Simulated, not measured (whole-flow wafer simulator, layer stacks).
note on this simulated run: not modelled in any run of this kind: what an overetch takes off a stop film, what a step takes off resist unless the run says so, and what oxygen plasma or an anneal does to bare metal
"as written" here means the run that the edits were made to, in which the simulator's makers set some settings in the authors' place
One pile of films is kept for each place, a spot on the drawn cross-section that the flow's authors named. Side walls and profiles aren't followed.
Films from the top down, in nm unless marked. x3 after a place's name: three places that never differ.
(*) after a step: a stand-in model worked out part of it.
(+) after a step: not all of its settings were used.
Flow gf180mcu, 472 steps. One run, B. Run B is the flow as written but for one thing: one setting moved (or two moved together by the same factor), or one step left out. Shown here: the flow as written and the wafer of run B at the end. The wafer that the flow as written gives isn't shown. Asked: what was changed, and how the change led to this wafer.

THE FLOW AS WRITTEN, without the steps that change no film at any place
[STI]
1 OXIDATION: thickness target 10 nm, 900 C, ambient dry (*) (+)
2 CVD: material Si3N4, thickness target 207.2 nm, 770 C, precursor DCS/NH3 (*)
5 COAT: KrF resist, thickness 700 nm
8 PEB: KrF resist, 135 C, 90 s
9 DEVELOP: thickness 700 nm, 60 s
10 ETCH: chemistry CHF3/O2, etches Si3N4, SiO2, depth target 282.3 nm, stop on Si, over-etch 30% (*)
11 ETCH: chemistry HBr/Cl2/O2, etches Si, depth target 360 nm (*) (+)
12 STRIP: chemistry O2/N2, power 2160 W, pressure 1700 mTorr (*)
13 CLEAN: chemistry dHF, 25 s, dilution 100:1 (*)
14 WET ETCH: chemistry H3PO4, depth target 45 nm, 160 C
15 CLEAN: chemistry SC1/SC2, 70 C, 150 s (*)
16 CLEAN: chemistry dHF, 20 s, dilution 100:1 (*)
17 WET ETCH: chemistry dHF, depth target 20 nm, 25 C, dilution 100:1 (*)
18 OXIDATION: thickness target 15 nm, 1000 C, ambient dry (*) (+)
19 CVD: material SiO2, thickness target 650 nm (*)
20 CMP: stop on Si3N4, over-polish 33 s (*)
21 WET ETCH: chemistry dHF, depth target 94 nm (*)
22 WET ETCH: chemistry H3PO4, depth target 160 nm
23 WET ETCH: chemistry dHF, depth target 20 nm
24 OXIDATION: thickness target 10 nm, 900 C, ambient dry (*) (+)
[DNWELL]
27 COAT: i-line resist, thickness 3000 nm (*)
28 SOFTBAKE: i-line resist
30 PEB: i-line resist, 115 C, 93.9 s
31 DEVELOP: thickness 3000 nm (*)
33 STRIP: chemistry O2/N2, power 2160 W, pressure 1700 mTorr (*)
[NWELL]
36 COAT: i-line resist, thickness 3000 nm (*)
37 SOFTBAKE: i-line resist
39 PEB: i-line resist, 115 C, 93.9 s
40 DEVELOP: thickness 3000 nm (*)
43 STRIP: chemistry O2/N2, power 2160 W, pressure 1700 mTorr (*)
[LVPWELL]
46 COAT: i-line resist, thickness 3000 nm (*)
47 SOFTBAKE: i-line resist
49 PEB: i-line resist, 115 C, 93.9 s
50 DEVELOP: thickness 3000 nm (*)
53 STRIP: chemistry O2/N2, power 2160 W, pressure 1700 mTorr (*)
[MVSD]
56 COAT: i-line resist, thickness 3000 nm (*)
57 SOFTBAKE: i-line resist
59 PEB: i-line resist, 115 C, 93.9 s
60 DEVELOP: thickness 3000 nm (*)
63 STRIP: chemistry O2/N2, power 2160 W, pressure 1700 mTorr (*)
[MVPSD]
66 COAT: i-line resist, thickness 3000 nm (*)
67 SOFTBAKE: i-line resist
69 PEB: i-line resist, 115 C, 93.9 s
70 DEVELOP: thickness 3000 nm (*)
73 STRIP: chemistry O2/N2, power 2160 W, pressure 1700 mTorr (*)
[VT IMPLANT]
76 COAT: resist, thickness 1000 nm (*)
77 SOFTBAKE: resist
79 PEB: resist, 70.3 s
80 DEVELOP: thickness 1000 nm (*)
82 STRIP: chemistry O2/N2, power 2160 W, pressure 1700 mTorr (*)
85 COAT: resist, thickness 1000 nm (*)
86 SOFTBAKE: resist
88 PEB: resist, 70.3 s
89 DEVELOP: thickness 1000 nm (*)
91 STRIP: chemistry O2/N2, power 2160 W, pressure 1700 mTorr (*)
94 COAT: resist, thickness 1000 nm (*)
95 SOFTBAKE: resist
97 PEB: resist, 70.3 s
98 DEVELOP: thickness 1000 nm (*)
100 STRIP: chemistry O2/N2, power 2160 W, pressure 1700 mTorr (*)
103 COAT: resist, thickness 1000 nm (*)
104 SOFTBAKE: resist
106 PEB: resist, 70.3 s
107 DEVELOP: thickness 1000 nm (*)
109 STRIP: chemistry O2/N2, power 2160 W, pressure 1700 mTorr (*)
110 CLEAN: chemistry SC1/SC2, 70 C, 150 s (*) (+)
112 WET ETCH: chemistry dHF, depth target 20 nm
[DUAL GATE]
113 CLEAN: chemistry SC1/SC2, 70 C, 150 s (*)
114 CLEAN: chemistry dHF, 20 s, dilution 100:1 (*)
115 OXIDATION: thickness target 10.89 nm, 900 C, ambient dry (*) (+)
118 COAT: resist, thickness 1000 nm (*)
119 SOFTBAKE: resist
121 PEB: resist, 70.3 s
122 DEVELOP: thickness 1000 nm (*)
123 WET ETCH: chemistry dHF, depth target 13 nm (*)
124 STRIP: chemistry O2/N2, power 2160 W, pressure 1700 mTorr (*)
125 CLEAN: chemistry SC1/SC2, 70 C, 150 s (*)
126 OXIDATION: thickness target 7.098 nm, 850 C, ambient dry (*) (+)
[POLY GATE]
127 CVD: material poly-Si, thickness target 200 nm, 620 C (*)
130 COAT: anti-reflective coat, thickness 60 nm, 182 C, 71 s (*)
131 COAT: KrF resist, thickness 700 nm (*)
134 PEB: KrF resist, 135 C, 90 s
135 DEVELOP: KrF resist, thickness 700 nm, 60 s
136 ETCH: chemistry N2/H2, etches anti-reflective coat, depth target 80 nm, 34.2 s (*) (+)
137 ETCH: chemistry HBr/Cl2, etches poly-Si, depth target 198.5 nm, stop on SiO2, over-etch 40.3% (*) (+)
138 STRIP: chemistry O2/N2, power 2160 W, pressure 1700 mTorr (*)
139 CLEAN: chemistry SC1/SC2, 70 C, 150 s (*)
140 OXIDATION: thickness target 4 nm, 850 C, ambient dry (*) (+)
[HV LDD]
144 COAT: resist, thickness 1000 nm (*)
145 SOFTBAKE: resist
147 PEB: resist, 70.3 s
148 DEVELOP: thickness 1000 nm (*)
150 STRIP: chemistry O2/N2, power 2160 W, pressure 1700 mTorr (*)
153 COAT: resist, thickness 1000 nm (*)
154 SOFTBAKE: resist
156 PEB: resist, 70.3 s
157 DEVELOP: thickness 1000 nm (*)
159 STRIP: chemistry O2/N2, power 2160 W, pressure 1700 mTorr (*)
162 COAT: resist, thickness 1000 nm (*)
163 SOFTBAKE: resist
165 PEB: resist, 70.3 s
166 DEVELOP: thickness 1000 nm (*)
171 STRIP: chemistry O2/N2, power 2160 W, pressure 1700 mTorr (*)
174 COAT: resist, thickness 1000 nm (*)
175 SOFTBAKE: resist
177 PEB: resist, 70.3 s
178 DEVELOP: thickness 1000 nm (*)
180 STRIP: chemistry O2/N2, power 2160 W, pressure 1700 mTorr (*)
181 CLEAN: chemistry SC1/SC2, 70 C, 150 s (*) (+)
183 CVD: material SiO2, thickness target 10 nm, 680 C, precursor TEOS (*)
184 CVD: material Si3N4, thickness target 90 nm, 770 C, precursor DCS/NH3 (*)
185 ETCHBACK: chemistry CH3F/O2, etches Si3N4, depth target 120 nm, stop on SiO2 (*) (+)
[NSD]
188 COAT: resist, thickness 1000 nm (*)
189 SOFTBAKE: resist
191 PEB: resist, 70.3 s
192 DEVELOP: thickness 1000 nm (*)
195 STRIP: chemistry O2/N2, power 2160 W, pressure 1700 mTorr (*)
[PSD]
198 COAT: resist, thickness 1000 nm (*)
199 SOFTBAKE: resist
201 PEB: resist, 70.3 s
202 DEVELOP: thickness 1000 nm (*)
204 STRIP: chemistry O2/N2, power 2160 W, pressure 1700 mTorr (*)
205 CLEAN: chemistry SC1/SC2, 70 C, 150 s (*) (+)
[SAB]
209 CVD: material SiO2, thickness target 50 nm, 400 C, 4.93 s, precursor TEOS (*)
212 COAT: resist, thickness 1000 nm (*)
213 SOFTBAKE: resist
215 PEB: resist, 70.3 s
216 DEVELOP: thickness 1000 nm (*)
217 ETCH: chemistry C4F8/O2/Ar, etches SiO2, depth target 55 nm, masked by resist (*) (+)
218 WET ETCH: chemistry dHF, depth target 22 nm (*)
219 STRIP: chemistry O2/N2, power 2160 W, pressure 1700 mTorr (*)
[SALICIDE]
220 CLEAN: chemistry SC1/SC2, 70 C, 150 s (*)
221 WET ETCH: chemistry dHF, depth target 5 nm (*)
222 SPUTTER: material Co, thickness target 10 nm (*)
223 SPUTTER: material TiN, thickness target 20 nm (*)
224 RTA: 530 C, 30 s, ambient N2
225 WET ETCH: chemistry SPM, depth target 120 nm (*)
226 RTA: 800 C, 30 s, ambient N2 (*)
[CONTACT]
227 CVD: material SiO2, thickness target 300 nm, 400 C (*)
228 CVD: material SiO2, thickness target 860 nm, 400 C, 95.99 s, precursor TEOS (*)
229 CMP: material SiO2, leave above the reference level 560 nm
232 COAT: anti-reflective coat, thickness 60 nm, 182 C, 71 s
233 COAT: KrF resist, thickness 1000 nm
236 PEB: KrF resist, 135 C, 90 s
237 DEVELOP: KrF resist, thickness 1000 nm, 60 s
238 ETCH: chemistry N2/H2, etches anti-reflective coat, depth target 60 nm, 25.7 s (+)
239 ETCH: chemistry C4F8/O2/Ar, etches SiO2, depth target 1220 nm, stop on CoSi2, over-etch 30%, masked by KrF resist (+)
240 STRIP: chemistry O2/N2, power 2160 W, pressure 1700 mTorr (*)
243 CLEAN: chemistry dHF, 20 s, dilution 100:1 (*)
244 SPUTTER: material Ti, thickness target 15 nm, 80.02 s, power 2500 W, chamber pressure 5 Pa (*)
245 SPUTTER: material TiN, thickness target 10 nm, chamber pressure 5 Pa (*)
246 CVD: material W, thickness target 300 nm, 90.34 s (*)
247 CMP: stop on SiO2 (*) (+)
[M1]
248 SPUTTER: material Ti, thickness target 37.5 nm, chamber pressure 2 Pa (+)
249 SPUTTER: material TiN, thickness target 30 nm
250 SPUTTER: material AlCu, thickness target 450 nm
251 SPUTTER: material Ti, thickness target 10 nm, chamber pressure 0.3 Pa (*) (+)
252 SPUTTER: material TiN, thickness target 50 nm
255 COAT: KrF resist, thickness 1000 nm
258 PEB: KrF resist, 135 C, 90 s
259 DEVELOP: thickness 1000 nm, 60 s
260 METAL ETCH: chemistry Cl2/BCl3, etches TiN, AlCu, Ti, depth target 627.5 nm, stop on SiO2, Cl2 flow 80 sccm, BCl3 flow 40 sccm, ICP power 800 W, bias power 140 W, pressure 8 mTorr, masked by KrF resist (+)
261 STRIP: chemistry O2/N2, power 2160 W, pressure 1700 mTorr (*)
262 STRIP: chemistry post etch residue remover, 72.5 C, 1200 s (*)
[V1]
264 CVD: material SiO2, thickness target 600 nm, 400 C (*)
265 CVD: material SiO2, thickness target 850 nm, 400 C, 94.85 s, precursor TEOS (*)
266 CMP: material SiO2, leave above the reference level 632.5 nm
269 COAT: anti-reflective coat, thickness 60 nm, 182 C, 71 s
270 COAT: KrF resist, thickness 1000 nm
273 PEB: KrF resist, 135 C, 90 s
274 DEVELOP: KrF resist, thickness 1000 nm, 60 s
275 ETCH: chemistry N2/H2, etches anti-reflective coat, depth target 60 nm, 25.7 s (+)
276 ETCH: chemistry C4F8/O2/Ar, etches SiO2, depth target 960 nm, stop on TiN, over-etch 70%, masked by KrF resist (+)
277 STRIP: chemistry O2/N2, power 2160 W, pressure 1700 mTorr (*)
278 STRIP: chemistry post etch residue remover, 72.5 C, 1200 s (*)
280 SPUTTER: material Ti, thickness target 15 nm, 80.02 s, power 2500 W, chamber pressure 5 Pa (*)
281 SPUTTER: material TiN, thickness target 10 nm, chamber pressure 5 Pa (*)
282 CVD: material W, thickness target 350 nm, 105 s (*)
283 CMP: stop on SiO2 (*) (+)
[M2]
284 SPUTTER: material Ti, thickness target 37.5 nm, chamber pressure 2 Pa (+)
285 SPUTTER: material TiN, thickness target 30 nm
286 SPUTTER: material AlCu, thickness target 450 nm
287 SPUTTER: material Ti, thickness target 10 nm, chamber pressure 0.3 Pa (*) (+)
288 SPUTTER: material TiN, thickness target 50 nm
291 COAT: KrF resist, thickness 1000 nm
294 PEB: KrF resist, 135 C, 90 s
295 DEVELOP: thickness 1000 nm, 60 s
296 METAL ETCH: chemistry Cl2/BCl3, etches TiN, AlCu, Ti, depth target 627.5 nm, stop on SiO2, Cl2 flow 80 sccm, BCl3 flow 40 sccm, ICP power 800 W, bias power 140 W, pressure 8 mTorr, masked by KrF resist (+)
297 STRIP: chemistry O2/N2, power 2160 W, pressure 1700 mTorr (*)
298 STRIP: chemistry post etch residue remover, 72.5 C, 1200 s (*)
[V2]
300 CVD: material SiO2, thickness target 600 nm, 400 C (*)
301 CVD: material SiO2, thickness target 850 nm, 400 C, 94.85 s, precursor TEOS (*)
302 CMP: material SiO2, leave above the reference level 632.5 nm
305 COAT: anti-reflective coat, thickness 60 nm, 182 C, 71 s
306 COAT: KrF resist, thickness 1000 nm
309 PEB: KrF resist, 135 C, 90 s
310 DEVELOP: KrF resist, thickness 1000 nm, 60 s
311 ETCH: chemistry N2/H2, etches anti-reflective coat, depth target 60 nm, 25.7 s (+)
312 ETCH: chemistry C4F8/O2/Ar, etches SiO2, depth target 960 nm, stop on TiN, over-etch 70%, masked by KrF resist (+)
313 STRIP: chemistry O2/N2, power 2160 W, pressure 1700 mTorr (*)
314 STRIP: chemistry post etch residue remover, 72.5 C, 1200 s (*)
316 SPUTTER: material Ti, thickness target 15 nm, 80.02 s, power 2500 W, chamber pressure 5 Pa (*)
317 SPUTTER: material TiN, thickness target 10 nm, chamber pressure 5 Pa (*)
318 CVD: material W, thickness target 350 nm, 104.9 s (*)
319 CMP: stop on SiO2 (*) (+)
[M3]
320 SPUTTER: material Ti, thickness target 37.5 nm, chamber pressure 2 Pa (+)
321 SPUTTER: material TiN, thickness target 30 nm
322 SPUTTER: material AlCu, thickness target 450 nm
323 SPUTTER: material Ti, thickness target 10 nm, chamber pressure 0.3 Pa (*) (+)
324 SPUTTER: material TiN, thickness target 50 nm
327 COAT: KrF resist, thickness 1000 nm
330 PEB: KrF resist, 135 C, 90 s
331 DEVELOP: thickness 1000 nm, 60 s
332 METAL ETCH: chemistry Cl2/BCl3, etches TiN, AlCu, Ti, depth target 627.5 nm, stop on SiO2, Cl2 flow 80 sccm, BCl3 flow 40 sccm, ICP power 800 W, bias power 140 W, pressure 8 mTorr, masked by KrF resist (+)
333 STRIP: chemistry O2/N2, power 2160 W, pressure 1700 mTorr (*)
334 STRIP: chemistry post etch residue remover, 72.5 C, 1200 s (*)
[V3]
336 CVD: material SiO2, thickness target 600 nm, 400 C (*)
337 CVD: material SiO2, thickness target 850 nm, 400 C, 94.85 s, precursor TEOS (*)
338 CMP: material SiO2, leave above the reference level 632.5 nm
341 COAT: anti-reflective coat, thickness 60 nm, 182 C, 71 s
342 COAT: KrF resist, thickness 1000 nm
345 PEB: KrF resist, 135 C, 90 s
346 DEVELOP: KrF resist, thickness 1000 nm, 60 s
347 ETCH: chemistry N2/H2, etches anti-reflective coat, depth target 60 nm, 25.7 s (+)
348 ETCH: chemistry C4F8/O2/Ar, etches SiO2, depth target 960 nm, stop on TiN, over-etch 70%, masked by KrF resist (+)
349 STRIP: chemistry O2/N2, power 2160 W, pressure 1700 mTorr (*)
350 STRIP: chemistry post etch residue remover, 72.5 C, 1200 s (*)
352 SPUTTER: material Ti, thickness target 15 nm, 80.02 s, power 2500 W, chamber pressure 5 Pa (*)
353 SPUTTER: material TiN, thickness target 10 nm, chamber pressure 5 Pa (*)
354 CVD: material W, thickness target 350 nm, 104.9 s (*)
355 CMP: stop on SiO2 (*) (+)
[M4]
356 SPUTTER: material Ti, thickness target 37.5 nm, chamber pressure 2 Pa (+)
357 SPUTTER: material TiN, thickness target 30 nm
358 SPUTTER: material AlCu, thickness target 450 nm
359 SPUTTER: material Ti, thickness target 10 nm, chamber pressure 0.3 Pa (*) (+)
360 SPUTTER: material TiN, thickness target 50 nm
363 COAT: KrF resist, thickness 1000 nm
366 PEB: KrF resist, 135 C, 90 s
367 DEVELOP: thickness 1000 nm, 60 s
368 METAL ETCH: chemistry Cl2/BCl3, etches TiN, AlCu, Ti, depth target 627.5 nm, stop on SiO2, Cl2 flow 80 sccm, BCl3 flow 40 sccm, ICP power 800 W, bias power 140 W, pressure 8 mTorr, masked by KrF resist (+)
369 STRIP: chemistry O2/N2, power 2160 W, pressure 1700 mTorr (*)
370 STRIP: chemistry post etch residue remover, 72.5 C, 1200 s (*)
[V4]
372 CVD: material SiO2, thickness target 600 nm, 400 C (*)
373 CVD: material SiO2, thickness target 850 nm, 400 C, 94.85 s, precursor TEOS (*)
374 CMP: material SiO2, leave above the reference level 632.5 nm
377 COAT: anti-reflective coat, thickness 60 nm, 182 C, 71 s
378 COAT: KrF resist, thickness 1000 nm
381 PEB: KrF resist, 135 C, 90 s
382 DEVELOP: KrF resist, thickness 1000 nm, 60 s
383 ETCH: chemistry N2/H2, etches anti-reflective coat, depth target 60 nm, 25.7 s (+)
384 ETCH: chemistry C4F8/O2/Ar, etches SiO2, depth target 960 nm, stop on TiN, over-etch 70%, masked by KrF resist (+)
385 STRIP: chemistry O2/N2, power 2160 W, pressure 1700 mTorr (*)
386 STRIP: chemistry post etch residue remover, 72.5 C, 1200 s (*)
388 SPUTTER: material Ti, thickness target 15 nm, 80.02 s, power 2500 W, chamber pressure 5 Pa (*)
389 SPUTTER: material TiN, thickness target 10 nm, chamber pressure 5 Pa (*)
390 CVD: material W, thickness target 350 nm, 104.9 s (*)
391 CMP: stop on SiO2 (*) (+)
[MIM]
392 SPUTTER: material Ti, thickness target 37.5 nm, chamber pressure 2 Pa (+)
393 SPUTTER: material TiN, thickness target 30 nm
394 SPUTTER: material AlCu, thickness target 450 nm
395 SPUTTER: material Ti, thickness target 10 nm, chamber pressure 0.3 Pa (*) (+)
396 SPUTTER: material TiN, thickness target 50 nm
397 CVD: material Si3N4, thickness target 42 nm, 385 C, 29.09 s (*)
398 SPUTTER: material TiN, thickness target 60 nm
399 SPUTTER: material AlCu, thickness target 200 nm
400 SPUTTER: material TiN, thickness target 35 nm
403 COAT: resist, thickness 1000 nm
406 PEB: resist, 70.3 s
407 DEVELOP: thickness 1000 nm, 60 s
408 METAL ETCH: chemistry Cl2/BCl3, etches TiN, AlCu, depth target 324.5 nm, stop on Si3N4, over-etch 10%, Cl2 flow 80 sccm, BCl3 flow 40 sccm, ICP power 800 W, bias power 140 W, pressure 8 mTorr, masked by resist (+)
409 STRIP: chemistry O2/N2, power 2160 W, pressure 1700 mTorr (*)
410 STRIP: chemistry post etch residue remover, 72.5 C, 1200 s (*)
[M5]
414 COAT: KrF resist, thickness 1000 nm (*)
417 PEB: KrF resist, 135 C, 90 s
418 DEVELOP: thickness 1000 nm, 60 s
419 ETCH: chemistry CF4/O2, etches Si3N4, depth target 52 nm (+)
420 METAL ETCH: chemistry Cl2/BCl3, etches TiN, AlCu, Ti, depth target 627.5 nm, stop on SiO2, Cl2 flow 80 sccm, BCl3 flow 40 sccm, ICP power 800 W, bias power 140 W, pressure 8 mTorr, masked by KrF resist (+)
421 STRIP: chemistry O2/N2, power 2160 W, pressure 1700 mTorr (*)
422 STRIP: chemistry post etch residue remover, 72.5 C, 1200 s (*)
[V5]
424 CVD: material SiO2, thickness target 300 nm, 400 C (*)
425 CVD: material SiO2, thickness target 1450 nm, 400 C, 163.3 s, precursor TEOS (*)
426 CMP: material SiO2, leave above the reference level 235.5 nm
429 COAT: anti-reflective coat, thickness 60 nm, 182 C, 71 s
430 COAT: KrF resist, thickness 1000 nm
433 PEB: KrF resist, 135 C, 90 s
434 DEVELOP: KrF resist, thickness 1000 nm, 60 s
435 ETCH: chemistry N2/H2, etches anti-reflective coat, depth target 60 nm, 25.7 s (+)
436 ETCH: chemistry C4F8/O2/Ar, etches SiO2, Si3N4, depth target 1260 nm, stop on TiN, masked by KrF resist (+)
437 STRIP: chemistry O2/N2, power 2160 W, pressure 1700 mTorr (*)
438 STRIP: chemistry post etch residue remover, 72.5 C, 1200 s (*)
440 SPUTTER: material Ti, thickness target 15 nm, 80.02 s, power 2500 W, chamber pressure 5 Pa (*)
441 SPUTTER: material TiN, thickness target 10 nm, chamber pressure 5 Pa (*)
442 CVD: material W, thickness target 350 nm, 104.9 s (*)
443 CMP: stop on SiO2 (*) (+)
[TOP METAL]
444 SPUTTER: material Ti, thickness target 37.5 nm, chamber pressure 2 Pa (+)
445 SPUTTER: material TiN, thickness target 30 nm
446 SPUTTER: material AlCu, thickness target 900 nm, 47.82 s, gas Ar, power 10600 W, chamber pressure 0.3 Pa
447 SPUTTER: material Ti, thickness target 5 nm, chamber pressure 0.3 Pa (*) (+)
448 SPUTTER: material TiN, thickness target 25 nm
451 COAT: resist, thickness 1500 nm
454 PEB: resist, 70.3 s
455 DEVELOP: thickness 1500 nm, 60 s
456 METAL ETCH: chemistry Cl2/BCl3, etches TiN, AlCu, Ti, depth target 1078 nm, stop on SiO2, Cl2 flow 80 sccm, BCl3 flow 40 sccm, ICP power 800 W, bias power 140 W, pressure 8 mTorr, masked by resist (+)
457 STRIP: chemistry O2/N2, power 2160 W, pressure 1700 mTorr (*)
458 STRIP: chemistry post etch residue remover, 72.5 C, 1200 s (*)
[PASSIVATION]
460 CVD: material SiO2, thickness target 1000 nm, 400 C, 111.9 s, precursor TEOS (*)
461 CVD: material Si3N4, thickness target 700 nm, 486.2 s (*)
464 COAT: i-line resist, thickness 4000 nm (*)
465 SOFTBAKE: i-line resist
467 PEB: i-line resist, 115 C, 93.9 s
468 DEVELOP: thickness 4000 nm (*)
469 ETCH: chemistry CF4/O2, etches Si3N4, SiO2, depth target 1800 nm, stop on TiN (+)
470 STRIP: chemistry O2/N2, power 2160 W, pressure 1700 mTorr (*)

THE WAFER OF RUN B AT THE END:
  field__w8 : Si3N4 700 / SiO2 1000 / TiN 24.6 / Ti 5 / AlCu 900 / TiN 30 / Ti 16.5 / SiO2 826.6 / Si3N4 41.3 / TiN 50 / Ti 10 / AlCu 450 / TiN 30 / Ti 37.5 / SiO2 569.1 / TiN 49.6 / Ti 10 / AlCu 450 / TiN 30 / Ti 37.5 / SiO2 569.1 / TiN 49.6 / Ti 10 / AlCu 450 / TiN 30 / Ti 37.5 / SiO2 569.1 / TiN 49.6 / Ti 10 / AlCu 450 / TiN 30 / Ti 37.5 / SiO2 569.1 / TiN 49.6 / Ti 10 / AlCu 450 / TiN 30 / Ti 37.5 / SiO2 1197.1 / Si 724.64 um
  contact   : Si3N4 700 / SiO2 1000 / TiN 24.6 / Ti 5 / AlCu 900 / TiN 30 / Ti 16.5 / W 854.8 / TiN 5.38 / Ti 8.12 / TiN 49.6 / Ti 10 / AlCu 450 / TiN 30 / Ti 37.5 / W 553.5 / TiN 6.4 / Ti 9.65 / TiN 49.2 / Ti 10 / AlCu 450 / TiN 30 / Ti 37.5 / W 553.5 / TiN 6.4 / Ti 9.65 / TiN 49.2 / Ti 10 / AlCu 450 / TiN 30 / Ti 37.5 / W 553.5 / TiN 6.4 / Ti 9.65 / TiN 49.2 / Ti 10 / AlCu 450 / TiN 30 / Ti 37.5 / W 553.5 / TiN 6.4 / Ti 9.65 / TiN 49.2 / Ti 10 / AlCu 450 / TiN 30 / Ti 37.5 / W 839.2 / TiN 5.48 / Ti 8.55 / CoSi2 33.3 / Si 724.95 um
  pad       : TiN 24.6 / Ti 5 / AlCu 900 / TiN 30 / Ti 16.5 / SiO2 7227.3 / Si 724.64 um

The cause: step 444, SPUTTER: thickness target 16.5 nm was run, where the flow has thickness target 37.5 nm.
It can be read off the wafer: field__w8 has Ti 16.5, and step 444 as written asks for 37.5 nm.

How the change led to this, step by step:
  444 SPUTTER: material Ti, thickness target 37.5 nm, chamber pressure 2 Pa (+)
      field, field__w1, field__w2 and 109 more: Ti +16.5 (new film) (as written it would be: Ti +37.5 (new film))
  456 METAL ETCH: chemistry Cl2/BCl3, etches TiN, AlCu, Ti, depth target 1078 nm, stop on SiO2, Cl2 flow 80 sccm, BCl3 flow 40 sccm, ICP power 800 W, bias power 140 W, pressure 8 mTorr, masked by resist (+)
      field, field__w1, field__w2 and 103 more: TiN -25 (all of it), Ti -5 (all of it), AlCu -900 (all of it), TiN -30 (all of it), Ti -16.5 (all of it) (as written it would be: TiN -25 (all of it), Ti -5 (all of it), AlCu -900 (all of it), TiN -30 (all of it), Ti -37.5 (all of it))
  465 SOFTBAKE: i-line resist
      ld_acc_p, ld_fp_p, ld_drift_p: i-line resist +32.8 (as written it would be: i-line resist +33.8)
      field__w11, field__w13: i-line resist +36.5 (as written it would be: i-line resist +37.6)
      (and at 58 more places)
